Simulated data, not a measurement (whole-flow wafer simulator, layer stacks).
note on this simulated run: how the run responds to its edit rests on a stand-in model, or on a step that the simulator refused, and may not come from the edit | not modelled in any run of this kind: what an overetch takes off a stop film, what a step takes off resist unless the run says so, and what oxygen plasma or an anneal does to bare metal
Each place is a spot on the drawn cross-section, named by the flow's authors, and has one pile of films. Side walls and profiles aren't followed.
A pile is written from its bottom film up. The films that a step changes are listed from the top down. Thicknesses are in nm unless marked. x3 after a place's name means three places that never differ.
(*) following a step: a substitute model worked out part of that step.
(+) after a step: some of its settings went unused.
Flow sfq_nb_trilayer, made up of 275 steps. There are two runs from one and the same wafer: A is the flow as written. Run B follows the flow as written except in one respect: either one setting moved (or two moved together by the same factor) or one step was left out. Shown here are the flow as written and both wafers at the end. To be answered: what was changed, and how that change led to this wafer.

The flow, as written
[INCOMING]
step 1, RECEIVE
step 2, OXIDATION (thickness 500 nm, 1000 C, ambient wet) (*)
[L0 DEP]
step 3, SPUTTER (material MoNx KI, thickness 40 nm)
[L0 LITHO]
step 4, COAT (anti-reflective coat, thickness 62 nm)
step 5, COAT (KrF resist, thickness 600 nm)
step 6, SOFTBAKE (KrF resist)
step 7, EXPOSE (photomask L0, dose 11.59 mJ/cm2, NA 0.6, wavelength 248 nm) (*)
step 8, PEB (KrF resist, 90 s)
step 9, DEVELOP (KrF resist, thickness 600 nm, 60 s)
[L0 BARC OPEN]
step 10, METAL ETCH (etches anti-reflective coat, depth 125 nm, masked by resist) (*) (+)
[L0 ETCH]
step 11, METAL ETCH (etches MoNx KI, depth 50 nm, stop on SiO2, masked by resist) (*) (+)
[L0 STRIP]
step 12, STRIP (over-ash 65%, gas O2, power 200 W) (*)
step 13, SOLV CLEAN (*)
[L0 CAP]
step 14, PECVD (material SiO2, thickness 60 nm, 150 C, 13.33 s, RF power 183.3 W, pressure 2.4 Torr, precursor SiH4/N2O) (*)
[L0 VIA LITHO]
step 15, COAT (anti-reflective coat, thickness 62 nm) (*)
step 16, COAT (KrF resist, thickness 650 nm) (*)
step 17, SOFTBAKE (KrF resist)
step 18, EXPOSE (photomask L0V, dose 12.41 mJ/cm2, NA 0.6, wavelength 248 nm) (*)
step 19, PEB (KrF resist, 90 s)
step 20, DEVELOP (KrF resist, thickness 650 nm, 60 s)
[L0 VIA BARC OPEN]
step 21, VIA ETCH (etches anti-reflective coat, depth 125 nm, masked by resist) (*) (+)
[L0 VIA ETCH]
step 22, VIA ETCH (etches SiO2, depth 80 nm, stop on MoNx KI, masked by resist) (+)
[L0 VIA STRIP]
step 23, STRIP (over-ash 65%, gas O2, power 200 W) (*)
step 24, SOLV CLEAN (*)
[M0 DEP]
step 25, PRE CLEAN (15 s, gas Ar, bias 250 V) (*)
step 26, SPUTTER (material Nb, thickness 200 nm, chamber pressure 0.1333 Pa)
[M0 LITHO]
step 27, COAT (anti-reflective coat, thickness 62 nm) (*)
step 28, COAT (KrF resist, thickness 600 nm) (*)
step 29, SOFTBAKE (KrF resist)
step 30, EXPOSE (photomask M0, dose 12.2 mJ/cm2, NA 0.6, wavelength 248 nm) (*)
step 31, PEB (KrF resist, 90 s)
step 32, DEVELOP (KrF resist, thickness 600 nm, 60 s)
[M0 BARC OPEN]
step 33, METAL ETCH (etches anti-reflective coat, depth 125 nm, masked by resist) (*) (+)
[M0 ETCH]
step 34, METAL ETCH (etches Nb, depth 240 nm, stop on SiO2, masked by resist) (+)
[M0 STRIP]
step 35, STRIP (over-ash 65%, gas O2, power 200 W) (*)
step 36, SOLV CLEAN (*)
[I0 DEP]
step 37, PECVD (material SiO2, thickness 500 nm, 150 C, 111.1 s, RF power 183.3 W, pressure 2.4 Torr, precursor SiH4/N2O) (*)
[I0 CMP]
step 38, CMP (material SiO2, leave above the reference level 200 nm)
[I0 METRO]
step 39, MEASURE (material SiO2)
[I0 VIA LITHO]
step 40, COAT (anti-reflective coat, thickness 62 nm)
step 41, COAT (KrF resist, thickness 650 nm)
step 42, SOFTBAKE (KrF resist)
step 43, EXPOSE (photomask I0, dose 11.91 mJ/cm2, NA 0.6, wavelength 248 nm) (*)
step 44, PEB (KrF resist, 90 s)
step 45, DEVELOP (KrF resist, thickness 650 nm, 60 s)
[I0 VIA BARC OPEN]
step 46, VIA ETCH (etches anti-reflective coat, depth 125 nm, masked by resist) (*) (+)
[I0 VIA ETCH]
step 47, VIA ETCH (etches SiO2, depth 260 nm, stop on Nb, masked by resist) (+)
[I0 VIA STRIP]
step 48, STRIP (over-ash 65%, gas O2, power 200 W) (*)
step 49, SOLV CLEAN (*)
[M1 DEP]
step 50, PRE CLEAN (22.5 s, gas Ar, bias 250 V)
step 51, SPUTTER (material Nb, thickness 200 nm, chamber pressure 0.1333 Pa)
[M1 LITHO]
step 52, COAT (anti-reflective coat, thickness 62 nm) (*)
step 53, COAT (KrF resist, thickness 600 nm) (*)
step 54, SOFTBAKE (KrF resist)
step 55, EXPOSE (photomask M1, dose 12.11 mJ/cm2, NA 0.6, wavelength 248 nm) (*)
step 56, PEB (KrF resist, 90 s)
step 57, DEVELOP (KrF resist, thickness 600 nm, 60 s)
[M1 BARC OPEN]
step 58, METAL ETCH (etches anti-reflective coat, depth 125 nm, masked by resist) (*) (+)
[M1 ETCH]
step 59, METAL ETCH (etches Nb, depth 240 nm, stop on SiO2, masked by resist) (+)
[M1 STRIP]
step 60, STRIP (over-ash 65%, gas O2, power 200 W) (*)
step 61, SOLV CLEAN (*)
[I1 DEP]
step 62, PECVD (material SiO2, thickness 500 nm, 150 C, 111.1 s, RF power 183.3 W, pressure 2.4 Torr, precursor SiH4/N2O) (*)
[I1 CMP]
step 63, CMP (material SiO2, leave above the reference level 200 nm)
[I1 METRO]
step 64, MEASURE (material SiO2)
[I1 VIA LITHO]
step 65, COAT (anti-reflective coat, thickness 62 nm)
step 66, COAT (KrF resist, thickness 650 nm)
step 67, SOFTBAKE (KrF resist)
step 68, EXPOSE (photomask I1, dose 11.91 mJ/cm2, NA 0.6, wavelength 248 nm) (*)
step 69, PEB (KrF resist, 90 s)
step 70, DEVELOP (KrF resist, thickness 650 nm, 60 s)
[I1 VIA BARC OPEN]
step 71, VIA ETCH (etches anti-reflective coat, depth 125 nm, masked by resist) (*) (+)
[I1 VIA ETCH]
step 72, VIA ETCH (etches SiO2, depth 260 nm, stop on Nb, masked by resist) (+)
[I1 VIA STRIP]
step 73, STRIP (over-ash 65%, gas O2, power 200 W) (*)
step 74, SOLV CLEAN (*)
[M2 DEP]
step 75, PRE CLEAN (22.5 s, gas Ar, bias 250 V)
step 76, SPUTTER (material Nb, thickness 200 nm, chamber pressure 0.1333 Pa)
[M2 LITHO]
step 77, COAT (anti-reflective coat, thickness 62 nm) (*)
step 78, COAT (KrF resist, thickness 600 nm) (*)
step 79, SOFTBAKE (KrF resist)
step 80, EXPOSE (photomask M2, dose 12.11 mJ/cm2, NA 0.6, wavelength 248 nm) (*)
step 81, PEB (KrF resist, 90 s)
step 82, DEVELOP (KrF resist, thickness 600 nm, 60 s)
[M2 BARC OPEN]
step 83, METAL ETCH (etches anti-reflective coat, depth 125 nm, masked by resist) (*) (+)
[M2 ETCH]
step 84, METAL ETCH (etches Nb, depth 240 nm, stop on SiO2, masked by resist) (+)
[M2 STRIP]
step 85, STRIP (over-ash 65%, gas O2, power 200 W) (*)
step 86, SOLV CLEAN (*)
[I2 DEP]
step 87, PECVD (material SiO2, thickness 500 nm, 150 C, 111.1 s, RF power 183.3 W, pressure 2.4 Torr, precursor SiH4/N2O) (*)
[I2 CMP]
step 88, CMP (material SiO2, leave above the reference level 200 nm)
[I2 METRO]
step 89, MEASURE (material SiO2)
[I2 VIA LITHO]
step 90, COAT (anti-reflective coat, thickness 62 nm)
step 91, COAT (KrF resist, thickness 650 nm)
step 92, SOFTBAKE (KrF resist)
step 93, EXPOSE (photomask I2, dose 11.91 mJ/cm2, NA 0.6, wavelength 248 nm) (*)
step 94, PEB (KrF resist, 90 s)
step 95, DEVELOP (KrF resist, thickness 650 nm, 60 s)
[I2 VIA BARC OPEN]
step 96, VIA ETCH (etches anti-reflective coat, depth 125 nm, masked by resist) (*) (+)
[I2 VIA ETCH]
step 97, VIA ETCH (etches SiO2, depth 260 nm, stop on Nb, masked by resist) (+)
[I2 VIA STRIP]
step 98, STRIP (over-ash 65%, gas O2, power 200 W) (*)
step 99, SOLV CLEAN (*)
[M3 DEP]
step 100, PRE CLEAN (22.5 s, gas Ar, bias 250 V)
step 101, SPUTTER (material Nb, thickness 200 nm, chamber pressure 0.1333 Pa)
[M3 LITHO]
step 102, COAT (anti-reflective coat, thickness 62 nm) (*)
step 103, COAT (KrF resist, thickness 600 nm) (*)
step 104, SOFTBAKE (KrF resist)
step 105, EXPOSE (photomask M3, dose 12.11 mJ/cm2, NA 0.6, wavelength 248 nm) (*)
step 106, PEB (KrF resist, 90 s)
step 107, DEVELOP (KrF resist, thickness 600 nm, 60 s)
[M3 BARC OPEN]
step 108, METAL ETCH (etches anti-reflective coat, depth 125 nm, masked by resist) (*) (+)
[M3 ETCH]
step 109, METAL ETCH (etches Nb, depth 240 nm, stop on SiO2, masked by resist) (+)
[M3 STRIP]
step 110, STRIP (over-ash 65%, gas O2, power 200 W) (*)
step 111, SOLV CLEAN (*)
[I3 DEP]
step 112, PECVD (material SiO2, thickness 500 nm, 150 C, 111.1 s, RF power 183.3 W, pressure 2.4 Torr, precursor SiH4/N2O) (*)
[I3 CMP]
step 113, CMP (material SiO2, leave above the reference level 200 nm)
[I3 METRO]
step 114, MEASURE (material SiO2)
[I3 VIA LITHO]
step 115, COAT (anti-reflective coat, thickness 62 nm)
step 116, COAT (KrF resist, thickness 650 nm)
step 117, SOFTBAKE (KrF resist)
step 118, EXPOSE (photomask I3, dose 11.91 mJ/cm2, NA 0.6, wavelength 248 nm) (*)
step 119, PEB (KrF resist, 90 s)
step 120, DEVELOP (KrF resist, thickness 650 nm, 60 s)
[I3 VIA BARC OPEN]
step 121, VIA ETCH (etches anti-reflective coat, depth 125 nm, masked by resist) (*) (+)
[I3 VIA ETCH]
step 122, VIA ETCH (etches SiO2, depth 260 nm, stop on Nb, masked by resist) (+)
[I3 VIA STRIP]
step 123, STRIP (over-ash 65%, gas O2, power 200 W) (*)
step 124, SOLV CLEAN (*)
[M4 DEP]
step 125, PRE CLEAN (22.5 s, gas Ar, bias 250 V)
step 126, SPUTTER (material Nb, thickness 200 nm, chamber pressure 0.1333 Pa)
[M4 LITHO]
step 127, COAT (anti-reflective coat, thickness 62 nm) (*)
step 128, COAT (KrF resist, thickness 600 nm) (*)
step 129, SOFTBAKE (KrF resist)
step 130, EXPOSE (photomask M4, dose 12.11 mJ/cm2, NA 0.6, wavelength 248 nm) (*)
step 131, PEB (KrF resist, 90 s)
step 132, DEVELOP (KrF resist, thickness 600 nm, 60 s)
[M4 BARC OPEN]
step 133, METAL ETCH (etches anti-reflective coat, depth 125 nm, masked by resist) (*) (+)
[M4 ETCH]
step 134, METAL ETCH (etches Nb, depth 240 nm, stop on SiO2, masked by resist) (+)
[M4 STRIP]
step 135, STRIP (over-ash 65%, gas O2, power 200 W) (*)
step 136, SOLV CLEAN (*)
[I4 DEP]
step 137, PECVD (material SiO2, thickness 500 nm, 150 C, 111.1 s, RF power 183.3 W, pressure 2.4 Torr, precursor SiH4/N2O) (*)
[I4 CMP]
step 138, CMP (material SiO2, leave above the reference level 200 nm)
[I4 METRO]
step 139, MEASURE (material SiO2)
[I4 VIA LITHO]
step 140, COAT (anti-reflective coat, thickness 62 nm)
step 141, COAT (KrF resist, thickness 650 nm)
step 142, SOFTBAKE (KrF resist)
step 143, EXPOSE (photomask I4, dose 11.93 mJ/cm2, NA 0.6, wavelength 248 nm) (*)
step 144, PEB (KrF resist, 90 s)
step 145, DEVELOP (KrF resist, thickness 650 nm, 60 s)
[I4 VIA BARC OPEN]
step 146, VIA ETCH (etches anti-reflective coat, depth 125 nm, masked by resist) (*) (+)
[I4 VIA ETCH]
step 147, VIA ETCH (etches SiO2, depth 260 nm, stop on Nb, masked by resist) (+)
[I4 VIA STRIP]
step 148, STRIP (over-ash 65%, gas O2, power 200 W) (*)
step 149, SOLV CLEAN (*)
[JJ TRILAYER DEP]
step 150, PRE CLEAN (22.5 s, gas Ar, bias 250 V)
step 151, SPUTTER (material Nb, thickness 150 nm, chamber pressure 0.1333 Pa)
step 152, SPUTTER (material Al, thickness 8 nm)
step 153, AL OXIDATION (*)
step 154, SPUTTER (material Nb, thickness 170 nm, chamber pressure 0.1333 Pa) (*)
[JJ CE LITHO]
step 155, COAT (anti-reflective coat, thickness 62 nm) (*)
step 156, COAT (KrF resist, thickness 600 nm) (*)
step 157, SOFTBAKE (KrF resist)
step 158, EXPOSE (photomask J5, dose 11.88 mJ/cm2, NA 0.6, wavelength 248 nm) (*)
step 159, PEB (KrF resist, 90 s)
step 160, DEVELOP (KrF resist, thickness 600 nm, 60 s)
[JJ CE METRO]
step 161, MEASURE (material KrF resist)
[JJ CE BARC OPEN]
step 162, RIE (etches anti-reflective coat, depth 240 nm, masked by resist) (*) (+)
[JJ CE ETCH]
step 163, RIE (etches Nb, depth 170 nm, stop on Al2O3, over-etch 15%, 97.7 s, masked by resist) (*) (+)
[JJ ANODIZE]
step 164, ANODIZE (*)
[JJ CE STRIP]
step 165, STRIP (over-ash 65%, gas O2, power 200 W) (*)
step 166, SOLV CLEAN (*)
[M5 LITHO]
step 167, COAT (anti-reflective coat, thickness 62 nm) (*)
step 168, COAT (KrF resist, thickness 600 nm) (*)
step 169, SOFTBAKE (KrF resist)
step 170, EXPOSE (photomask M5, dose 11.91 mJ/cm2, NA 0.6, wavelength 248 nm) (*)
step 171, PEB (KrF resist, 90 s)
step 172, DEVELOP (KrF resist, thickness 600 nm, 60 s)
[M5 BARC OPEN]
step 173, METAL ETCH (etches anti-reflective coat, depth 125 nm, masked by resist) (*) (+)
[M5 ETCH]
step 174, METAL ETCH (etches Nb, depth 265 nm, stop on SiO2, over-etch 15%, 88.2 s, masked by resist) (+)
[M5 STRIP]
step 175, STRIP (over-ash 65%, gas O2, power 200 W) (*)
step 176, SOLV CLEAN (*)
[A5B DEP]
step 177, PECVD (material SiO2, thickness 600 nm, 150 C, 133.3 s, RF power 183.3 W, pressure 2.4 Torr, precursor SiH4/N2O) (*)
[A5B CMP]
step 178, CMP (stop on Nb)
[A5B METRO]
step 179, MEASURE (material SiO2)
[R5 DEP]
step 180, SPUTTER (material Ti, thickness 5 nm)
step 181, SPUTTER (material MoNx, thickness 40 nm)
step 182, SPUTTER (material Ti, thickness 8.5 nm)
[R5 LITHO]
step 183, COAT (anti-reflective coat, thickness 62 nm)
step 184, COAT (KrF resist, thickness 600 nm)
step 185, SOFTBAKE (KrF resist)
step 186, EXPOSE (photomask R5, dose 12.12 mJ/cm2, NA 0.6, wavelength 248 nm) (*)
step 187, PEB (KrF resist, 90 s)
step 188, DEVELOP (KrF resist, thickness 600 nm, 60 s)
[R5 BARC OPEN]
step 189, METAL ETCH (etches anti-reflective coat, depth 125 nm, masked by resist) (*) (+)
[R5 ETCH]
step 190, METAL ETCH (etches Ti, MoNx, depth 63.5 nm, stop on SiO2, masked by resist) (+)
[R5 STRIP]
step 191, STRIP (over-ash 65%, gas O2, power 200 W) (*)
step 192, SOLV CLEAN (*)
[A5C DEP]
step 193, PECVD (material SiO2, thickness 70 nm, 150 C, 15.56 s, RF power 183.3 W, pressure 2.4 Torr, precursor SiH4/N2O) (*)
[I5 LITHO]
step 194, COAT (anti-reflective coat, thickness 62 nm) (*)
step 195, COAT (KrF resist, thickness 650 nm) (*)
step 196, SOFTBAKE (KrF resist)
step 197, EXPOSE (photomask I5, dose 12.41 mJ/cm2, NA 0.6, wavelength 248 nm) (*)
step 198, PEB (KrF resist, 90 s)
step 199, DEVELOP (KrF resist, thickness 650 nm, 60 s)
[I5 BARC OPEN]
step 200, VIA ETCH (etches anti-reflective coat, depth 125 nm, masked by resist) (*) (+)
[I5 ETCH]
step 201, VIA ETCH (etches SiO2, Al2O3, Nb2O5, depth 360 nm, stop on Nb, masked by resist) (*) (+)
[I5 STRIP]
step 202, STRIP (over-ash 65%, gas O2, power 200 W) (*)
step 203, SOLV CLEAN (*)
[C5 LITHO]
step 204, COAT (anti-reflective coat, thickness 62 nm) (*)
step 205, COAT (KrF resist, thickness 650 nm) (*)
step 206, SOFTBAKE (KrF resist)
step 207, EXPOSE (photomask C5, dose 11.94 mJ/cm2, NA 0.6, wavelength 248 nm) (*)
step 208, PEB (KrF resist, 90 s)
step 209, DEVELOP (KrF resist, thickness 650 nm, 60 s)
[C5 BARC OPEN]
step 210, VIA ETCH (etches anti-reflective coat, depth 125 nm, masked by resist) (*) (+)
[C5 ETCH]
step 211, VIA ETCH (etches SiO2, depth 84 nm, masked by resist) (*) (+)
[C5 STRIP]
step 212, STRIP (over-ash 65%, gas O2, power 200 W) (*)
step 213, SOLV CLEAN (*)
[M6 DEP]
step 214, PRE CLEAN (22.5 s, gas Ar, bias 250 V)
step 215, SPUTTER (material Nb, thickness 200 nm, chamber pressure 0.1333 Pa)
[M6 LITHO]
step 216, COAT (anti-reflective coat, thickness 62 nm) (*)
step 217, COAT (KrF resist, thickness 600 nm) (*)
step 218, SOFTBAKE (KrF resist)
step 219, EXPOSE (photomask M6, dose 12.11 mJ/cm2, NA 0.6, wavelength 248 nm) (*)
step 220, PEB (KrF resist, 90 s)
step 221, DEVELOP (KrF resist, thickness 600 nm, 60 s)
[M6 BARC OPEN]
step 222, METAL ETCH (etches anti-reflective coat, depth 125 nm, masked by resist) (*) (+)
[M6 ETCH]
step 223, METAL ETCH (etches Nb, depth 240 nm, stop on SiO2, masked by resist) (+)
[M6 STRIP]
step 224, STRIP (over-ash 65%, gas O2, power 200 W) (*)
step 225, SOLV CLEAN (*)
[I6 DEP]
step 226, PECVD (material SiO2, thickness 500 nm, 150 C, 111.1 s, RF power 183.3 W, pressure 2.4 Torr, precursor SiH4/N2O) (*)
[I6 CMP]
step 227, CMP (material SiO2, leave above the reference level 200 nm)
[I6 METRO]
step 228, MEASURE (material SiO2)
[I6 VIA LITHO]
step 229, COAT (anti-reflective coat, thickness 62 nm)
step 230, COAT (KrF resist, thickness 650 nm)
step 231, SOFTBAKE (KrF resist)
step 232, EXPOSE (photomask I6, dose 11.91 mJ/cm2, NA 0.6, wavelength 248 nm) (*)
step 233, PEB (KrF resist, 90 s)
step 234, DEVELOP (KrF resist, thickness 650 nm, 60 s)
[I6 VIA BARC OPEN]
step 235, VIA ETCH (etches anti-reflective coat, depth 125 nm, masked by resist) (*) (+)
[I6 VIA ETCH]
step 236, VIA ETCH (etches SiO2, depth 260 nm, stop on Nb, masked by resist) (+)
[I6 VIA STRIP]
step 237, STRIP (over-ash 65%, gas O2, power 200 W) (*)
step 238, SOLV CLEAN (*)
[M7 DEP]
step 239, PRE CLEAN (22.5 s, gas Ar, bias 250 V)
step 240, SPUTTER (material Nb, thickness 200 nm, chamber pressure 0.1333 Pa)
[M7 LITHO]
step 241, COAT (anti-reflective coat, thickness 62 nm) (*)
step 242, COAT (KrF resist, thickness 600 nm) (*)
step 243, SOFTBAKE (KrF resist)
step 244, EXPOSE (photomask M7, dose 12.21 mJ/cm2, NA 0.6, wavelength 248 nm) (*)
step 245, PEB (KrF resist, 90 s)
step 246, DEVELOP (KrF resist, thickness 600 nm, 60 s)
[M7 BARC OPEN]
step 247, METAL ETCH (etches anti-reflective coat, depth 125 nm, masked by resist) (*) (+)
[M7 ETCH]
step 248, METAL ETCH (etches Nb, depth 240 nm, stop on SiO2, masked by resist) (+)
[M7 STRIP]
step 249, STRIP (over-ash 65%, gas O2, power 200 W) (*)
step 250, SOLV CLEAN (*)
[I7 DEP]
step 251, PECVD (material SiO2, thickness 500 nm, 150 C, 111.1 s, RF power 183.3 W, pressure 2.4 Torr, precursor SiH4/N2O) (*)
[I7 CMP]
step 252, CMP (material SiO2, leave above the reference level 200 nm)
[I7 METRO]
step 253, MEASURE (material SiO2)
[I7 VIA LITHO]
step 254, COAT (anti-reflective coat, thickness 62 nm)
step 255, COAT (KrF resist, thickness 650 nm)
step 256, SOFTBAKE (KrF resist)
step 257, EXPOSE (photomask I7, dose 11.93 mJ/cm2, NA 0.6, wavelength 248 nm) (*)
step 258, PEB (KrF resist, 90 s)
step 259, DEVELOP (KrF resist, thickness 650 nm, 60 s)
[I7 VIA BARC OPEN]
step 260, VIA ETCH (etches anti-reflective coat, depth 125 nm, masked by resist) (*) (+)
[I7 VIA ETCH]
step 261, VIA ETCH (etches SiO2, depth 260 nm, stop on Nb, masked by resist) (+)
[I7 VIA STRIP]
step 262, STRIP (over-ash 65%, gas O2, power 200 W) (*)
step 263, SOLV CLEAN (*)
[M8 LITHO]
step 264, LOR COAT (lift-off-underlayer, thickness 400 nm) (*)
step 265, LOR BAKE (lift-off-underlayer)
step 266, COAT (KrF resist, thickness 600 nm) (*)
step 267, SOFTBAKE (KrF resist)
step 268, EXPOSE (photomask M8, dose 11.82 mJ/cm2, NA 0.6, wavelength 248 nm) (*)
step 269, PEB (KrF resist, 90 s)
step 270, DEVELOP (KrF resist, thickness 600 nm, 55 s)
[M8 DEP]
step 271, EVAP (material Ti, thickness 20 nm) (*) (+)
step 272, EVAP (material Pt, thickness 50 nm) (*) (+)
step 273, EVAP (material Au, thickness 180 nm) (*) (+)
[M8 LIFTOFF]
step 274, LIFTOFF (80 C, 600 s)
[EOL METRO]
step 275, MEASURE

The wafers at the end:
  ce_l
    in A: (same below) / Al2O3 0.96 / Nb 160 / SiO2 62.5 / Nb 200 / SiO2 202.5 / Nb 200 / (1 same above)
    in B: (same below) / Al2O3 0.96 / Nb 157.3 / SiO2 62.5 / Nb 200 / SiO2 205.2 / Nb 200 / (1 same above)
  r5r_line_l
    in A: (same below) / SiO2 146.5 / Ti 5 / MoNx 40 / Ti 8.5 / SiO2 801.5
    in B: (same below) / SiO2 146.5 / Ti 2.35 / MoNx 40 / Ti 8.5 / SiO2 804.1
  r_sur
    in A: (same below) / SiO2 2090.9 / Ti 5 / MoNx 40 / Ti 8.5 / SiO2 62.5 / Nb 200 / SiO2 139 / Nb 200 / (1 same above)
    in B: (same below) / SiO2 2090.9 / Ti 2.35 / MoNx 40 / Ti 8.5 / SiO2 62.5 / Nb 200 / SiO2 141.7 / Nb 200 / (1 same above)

Cause: step 180, SPUTTER: thickness 2.35 nm was run, though the flow has thickness 5 nm.
The wafer lets one read it off: r5r_line_l has Ti 2.35, and step 180 as written asks for 5 nm.

The path from the change to this, step by step:
  step 180, SPUTTER (material Ti, thickness 5 nm)
      field_l, v_sur, via_wl and 103 more: A Ti gains 5 (new film) | B Ti gains 2.35 (new film)
  step 190, METAL ETCH (etches Ti, MoNx, depth 63.5 nm, stop on SiO2, masked by resist) (+)
      field_l, v_sur, via_wl and 92 more: A Ti loses 8.5 (all of it), MoNx loses 40 (all of it), Ti loses 5 (all of it) | B Ti loses 8.5 (all of it), MoNx loses 40 (all of it), Ti loses 2.35 (all of it)
      ce_l, c5j, ce_r, wl_jj: A Ti loses 8.5 (all of it), MoNx loses 40 (all of it), Ti loses 5 (all of it), Nb loses 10 | B Ti loses 8.5 (all of it), MoNx loses 40 (all of it), Ti loses 2.35 (all of it), Nb loses 12.7
